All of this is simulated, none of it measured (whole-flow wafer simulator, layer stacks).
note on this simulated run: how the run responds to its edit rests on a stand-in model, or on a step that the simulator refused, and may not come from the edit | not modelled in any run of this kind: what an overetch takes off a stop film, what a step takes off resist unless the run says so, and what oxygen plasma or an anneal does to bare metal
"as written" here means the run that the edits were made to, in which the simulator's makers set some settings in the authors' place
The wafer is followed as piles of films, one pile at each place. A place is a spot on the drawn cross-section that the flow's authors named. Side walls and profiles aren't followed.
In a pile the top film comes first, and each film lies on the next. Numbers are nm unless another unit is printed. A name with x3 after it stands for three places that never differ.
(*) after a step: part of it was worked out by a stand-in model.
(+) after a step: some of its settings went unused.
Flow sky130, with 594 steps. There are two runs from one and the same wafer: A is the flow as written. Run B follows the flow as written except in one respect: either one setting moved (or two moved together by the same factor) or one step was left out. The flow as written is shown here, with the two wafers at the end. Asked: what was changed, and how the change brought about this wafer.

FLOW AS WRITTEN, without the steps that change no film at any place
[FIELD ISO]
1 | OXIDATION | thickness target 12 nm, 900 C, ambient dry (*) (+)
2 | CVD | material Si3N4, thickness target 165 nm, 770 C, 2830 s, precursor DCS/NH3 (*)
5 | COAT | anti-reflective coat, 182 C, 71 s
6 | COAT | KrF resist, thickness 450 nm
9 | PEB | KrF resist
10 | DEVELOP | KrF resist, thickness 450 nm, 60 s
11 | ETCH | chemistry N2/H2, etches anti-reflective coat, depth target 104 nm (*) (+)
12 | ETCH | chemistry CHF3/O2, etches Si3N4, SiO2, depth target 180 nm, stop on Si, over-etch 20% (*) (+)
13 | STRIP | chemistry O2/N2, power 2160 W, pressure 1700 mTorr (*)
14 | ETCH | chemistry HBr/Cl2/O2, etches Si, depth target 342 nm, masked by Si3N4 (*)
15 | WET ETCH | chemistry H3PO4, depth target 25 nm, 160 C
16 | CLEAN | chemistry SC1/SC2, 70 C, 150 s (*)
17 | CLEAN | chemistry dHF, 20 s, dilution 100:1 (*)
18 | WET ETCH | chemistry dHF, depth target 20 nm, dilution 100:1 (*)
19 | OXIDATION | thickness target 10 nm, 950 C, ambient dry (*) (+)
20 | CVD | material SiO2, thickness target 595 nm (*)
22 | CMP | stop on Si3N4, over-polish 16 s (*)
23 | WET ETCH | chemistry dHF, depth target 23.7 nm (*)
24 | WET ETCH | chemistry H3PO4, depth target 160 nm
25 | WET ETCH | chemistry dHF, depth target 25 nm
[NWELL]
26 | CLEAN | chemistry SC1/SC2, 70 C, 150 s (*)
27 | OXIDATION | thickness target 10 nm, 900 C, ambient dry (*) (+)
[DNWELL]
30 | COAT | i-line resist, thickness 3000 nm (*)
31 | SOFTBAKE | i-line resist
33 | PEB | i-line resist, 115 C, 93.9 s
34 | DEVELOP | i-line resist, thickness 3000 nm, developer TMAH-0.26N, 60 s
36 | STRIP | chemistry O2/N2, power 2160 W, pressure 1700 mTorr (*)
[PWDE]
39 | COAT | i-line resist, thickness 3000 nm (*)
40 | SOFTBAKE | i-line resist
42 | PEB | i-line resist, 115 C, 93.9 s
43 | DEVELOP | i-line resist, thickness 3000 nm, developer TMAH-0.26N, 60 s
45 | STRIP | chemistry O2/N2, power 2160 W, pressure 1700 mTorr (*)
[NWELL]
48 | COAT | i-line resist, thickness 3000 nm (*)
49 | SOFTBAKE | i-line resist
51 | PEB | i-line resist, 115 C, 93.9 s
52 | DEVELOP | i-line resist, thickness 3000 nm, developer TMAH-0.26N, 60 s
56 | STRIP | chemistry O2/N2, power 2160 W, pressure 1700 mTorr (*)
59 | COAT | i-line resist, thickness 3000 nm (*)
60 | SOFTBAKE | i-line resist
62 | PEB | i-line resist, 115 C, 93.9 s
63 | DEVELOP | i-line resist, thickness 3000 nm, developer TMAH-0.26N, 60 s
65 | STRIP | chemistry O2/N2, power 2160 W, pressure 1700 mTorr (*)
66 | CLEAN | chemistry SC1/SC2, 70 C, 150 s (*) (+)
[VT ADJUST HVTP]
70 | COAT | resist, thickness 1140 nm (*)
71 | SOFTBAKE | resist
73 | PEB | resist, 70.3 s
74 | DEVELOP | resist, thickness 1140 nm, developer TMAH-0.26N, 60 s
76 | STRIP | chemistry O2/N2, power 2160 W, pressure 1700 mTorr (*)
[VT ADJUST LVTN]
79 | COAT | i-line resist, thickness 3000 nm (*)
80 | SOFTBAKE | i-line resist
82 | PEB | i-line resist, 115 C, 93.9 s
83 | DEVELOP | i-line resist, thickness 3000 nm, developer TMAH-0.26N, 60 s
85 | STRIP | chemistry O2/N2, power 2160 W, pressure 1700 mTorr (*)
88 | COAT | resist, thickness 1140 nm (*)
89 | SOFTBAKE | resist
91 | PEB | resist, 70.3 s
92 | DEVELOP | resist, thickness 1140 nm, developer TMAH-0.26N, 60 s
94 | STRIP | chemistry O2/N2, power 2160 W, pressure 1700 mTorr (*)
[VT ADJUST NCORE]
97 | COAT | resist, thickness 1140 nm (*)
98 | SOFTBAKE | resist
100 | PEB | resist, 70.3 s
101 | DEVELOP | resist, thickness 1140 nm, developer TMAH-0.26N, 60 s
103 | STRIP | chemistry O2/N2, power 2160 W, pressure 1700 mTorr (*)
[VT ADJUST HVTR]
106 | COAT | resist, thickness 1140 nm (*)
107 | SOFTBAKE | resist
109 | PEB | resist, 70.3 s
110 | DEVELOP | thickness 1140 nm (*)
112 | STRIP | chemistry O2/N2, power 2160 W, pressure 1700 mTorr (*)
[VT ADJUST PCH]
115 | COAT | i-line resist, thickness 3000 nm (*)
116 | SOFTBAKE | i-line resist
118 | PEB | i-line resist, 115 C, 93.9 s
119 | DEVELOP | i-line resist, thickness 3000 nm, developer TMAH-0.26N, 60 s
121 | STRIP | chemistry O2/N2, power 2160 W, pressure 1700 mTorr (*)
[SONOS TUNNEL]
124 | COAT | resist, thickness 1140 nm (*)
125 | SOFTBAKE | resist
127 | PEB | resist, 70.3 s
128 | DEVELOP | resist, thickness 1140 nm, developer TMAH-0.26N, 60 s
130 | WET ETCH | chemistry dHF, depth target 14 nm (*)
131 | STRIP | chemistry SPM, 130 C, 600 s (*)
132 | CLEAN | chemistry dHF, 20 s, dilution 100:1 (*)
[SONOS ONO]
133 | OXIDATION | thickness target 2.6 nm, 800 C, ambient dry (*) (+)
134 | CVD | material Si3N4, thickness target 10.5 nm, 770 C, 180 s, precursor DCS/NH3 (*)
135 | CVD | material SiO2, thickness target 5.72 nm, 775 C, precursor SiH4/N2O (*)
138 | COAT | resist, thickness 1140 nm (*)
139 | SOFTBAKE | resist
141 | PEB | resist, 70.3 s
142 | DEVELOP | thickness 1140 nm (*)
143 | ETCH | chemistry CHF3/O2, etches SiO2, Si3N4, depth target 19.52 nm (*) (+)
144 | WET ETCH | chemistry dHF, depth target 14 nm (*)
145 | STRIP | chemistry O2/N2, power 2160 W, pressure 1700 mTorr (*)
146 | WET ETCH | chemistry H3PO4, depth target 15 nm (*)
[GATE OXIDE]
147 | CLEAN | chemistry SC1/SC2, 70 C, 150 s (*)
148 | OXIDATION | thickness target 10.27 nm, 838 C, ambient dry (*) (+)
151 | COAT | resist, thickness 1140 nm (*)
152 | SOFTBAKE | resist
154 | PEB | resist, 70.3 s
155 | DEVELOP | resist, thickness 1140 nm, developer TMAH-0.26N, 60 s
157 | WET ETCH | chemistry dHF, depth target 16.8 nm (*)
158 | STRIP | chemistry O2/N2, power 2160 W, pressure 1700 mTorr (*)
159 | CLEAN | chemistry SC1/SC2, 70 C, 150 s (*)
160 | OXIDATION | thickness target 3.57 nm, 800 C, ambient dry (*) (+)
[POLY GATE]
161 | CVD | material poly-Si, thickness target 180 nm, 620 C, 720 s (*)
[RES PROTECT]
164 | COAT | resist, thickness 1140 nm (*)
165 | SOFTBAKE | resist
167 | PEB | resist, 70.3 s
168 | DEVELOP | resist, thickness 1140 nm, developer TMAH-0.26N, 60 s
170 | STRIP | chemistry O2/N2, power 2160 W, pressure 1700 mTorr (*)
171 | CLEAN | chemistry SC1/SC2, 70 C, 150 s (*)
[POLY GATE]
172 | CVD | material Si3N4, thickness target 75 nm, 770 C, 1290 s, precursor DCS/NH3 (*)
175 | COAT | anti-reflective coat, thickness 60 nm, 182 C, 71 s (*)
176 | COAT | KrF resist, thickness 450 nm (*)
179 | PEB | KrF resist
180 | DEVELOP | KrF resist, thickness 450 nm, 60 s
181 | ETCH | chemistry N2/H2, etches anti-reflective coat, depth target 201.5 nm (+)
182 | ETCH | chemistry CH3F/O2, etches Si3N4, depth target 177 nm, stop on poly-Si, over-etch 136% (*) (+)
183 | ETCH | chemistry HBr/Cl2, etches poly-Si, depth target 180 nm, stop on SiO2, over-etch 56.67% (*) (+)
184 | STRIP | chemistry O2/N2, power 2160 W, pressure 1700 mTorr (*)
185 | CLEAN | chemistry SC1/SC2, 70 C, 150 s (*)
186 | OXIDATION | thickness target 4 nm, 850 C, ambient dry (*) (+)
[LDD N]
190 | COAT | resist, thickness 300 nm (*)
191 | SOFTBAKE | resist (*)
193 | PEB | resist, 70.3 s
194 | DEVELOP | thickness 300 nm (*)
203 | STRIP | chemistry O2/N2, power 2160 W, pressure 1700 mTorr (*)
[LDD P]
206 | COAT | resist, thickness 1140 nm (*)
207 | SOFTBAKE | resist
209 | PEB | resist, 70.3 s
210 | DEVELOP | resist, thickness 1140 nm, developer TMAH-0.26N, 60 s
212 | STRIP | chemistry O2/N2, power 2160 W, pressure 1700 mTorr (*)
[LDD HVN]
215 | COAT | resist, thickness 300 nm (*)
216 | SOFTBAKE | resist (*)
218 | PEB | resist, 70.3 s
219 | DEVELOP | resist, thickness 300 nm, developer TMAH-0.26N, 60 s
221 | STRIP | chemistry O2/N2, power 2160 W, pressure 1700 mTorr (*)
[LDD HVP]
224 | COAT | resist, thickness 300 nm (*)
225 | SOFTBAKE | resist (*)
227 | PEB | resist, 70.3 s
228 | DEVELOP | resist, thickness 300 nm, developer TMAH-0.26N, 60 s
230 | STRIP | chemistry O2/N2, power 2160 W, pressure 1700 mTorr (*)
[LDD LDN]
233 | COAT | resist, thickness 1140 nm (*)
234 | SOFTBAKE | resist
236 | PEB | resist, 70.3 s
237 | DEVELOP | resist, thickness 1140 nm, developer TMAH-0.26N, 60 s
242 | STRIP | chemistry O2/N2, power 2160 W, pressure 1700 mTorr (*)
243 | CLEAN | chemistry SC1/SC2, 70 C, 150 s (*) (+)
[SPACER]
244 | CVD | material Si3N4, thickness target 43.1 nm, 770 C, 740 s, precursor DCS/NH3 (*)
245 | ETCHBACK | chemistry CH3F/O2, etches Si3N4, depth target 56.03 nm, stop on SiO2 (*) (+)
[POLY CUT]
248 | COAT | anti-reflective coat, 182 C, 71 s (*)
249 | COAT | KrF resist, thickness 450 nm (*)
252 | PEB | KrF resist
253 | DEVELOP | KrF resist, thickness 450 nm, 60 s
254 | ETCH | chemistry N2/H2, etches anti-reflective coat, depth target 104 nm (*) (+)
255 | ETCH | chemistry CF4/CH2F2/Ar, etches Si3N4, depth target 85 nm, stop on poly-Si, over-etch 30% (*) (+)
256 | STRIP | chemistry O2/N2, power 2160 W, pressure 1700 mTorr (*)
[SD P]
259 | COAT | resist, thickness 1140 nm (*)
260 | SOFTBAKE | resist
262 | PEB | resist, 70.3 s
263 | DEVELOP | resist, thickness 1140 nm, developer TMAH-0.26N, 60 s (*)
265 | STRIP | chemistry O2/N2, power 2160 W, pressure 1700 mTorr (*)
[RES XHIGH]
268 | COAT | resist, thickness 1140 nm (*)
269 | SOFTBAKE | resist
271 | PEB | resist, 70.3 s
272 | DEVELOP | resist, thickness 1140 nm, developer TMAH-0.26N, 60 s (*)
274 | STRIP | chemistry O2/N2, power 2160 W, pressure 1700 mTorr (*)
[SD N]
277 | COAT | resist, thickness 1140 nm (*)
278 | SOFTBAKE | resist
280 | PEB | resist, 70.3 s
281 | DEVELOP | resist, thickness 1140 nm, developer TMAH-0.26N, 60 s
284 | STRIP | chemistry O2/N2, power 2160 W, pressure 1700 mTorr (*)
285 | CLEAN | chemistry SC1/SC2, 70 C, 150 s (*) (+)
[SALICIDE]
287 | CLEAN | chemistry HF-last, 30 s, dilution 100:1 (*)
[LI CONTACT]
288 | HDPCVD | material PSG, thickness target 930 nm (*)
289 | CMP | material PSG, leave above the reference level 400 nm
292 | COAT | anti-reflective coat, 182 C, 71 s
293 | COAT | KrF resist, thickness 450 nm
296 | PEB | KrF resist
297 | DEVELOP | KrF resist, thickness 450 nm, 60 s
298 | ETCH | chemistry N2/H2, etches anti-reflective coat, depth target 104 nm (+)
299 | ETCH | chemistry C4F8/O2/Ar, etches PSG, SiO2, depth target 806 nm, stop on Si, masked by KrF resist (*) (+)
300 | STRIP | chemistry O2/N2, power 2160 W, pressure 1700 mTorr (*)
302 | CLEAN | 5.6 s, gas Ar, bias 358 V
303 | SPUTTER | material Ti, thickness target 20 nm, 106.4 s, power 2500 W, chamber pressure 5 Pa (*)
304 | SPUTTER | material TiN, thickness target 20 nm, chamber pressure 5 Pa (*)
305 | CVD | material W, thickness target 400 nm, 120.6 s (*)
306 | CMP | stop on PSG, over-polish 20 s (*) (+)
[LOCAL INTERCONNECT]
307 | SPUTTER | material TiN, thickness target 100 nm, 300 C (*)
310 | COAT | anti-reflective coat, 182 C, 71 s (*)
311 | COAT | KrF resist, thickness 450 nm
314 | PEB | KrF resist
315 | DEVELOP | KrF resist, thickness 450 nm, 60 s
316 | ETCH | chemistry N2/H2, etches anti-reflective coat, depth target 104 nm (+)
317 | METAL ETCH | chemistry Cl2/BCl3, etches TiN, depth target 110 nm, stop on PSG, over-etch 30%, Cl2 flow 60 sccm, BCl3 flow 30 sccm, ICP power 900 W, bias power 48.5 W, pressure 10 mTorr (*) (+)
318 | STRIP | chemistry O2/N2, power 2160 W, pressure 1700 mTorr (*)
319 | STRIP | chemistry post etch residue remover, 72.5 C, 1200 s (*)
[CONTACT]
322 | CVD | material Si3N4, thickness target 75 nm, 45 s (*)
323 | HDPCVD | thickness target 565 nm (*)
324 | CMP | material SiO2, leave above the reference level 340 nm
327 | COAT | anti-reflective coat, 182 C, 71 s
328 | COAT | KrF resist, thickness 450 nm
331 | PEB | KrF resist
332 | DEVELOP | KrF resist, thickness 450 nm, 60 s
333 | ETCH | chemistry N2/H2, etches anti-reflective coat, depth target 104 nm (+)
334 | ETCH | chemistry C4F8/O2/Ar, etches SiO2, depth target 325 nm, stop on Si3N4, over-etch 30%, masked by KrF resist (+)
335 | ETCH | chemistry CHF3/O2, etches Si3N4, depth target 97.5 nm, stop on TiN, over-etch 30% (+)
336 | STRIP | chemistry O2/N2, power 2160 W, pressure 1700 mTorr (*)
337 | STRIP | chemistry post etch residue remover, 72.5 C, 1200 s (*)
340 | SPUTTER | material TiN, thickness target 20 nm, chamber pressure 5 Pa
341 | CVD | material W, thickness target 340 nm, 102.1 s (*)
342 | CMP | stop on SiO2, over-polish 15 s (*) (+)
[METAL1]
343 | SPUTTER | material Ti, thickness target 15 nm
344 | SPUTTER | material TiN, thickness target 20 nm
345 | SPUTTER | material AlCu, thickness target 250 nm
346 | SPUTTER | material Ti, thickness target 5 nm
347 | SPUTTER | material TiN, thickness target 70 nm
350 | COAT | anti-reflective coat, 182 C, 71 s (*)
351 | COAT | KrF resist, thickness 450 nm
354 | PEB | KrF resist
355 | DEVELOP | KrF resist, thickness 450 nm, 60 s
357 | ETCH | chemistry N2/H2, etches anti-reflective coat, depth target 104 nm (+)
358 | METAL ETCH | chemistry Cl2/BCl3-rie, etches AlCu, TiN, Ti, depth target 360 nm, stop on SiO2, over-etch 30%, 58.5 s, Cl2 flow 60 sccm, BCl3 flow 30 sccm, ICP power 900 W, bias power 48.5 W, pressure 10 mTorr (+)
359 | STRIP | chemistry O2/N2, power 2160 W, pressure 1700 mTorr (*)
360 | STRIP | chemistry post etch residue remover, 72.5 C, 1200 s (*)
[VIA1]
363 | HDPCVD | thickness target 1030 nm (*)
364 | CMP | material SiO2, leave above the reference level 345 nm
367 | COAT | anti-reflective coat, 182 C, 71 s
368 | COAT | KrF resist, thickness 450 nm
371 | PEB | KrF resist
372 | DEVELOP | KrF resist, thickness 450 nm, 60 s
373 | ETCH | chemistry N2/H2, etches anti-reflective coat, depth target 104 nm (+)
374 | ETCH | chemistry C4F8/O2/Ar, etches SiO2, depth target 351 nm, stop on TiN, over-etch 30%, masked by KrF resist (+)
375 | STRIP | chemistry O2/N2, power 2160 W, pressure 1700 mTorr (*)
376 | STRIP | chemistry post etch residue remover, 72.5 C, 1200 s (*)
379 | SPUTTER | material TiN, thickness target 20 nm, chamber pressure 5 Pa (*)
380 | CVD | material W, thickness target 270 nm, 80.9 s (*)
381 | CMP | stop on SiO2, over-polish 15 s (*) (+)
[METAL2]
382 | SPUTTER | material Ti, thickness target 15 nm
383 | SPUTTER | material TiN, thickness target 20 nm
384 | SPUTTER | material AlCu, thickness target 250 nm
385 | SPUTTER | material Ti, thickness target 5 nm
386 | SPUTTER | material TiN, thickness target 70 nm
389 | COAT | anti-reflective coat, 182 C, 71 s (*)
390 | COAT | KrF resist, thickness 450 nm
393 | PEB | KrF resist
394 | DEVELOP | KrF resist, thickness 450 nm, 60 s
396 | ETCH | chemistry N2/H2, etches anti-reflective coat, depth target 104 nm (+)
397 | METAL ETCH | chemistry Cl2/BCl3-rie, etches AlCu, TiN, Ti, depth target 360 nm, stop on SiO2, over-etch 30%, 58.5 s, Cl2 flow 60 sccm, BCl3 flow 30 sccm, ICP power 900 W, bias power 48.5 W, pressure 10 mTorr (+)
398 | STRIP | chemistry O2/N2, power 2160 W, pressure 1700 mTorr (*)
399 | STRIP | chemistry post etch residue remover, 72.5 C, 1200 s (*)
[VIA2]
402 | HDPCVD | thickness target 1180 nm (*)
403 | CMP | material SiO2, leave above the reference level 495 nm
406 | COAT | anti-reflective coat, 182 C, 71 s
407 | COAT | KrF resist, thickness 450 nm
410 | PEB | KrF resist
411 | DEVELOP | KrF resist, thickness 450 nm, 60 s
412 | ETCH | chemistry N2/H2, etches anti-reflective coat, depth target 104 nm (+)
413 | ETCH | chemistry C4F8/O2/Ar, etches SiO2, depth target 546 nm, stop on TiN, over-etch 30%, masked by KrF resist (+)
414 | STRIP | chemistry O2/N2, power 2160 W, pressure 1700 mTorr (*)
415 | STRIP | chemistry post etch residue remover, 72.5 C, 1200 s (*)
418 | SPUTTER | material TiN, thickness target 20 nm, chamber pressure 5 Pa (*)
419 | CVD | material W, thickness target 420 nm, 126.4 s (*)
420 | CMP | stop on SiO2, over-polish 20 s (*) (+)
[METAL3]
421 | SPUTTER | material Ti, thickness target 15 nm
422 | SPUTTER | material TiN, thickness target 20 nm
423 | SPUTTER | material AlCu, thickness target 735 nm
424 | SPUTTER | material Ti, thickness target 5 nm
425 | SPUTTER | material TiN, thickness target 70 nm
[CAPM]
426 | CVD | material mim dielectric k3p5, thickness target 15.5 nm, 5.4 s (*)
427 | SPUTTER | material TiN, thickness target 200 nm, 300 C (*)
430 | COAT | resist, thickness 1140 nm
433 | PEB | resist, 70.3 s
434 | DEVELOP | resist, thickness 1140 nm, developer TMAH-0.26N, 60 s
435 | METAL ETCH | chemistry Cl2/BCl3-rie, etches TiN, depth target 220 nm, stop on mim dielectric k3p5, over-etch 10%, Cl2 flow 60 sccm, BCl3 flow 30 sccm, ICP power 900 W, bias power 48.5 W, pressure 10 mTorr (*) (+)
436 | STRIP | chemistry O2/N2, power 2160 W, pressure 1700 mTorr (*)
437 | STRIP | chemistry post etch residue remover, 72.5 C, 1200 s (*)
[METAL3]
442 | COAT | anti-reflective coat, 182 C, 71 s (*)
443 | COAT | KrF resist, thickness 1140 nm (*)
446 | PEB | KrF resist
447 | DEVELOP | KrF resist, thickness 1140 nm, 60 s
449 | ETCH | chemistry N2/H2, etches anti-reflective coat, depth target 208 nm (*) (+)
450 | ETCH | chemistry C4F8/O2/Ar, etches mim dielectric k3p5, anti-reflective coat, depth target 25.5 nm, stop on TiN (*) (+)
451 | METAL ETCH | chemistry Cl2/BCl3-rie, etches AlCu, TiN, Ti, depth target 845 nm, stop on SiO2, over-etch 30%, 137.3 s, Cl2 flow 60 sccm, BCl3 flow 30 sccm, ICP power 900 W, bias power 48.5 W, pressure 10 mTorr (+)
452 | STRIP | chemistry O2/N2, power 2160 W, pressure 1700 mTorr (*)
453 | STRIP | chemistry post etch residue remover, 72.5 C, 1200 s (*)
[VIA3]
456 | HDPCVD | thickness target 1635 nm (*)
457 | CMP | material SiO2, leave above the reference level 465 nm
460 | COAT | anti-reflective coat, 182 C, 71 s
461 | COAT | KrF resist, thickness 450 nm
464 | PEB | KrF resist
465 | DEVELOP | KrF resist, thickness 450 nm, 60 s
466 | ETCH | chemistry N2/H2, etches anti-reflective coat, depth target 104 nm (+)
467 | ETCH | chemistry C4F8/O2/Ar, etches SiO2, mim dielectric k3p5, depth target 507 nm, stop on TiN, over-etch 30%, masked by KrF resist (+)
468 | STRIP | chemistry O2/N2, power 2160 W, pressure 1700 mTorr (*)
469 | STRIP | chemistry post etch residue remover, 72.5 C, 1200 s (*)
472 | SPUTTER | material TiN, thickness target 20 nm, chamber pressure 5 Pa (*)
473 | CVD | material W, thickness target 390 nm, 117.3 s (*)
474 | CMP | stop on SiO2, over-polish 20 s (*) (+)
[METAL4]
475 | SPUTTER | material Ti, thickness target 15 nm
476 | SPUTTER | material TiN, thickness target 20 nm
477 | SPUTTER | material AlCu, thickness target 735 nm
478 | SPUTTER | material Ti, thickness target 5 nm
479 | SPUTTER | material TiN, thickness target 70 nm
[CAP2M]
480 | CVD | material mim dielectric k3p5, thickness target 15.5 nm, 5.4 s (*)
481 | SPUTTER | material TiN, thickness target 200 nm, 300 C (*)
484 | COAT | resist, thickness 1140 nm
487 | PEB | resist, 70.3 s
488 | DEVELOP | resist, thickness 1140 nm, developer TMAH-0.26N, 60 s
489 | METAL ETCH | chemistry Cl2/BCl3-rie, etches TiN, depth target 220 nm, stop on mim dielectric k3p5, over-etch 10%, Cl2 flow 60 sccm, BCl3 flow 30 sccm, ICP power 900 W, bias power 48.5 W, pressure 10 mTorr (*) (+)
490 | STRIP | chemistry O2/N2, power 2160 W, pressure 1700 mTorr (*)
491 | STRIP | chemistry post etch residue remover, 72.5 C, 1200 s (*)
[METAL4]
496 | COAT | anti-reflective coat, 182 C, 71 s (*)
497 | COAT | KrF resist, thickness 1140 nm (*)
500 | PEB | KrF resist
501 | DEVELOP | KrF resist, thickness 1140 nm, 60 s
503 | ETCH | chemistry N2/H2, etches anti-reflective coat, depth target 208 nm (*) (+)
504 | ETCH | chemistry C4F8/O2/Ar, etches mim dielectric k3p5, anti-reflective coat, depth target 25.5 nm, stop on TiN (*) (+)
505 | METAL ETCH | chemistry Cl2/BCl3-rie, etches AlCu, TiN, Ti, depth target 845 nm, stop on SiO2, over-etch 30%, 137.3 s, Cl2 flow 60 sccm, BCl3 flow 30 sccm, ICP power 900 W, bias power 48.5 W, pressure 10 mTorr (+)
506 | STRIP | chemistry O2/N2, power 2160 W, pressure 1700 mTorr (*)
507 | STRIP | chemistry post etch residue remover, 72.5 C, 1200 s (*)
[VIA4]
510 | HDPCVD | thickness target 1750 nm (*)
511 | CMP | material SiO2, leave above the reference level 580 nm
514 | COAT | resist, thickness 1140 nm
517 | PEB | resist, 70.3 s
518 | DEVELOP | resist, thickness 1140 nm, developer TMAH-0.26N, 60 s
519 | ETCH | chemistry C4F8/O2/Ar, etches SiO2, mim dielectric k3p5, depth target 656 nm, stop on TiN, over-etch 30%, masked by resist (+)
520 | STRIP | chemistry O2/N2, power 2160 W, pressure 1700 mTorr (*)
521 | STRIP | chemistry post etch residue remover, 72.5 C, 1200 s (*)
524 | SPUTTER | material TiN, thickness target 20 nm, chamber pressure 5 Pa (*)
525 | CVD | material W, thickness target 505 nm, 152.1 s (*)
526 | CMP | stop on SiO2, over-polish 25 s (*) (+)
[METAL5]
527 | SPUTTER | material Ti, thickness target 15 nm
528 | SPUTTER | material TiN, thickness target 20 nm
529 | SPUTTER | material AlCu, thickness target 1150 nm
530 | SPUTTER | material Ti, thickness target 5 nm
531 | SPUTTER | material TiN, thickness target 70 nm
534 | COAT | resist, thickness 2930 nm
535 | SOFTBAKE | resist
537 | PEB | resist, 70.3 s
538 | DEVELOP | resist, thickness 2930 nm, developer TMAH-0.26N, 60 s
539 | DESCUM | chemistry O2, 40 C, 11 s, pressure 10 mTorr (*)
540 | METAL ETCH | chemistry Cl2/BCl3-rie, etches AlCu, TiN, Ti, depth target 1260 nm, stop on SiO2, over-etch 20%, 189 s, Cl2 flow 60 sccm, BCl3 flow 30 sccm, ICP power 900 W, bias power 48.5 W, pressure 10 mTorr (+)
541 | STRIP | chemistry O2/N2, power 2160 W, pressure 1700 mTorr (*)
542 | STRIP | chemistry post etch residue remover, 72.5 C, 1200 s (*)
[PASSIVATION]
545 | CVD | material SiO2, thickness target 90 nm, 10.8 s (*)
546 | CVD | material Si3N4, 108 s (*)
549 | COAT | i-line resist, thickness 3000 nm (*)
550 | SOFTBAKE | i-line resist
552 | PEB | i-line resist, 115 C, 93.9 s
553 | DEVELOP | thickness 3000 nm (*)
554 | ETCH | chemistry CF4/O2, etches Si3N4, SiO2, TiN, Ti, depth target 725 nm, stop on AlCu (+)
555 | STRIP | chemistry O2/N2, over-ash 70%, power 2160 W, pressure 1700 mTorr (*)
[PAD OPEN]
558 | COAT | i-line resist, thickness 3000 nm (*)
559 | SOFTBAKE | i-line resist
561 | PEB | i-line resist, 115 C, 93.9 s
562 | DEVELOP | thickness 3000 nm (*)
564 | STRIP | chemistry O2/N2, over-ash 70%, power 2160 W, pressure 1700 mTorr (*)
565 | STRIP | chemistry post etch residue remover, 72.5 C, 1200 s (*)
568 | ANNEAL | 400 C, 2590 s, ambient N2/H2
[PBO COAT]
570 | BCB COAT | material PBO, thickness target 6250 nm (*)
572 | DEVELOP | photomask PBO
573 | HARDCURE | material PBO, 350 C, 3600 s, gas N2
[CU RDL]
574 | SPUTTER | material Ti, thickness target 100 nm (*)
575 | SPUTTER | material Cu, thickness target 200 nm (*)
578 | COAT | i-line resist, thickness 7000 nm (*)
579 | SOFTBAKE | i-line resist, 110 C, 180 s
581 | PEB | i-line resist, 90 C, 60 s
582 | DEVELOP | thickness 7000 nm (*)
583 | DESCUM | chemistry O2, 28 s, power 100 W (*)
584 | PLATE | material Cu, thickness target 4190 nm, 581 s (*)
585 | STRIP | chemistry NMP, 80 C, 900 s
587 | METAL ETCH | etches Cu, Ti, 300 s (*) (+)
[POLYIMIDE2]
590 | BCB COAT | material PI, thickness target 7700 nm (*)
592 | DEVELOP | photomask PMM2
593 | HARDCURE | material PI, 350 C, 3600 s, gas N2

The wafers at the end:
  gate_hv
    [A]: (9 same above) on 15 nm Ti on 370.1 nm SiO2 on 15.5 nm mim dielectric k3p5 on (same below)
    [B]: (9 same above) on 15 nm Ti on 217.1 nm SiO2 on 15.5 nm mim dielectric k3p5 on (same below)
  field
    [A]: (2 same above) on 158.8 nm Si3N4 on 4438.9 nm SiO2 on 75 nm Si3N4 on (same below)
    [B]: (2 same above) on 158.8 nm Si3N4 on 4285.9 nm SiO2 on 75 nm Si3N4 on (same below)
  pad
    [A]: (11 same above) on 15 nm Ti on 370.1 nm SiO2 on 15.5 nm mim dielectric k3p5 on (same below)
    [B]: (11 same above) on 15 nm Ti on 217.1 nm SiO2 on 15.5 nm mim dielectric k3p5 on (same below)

What caused this: step 457, CMP: leave above the reference level 312 nm was run, while the flow as written has leave above the reference level 465 nm.

How this came from the change, step by step:
  457 | CMP | material SiO2, leave above the reference level 465 nm
      n_well, p_well, gate_hv and 99 more: A -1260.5 SiO2 | B -1413.5 SiO2
      field, active, gate and 82 more: A -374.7 SiO2 | B -527.7 SiO2
      (as well as at 5 more places)
  467 | ETCH | chemistry C4F8/O2/Ar, etches SiO2, mim dielectric k3p5, depth target 507 nm, stop on TiN, over-etch 30%, masked by KrF resist (+)
      field, active, n_well and 187 more: A -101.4 KrF resist | B -61.6 KrF resist
      m1: A -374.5 SiO2 (all of it), -15.5 mim dielectric k3p5 (all of it) | B -221.5 SiO2 (all of it), -15.5 mim dielectric k3p5 (all of it)
      (as well as at 1 more place)
  468 | STRIP | chemistry O2/N2, power 2160 W, pressure 1700 mTorr (*)
      field, active, n_well and 187 more: A -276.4 KrF resist (all of it), -80 anti-reflective coat (all of it) | B -316.2 KrF resist (all of it), -80 anti-reflective coat (all of it)
  472 | SPUTTER | material TiN, thickness target 20 nm, chamber pressure 5 Pa (*)
      m1, via3_hole: A +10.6 TiN | B +12.9 TiN
  473 | CVD | material W, thickness target 390 nm, 117.3 s (*)
      m1: A +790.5 W (new film) | B +635.2 W (new film)
      via3_hole: A +789.9 W (new film) | B +634.6 W (new film)
  505 | METAL ETCH | chemistry Cl2/BCl3-rie, etches AlCu, TiN, Ti, depth target 845 nm, stop on SiO2, over-etch 30%, 137.3 s, Cl2 flow 60 sccm, BCl3 flow 30 sccm, ICP power 900 W, bias power 48.5 W, pressure 10 mTorr (+)
      mim_edge_plate: A -70 TiN (all of it), -5 Ti (all of it), -735 AlCu (all of it), -20 TiN (all of it), -15 Ti (all of it), -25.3 SiO2 | B -70 TiN (all of it), -5 Ti (all of it), -735 AlCu (all of it), -20 TiN (all of it), -15 Ti (all of it), -17.9 SiO2 (all of it), -74.1 TiN
  510 | HDPCVD | thickness target 1750 nm (*)
      mim_edge_plate: A +1750 SiO2 | B +1750 SiO2 (new film)
  511 | CMP | material SiO2, leave above the reference level 580 nm
      mim_edge_plate: A -374.7 SiO2 | B -307.6 SiO2
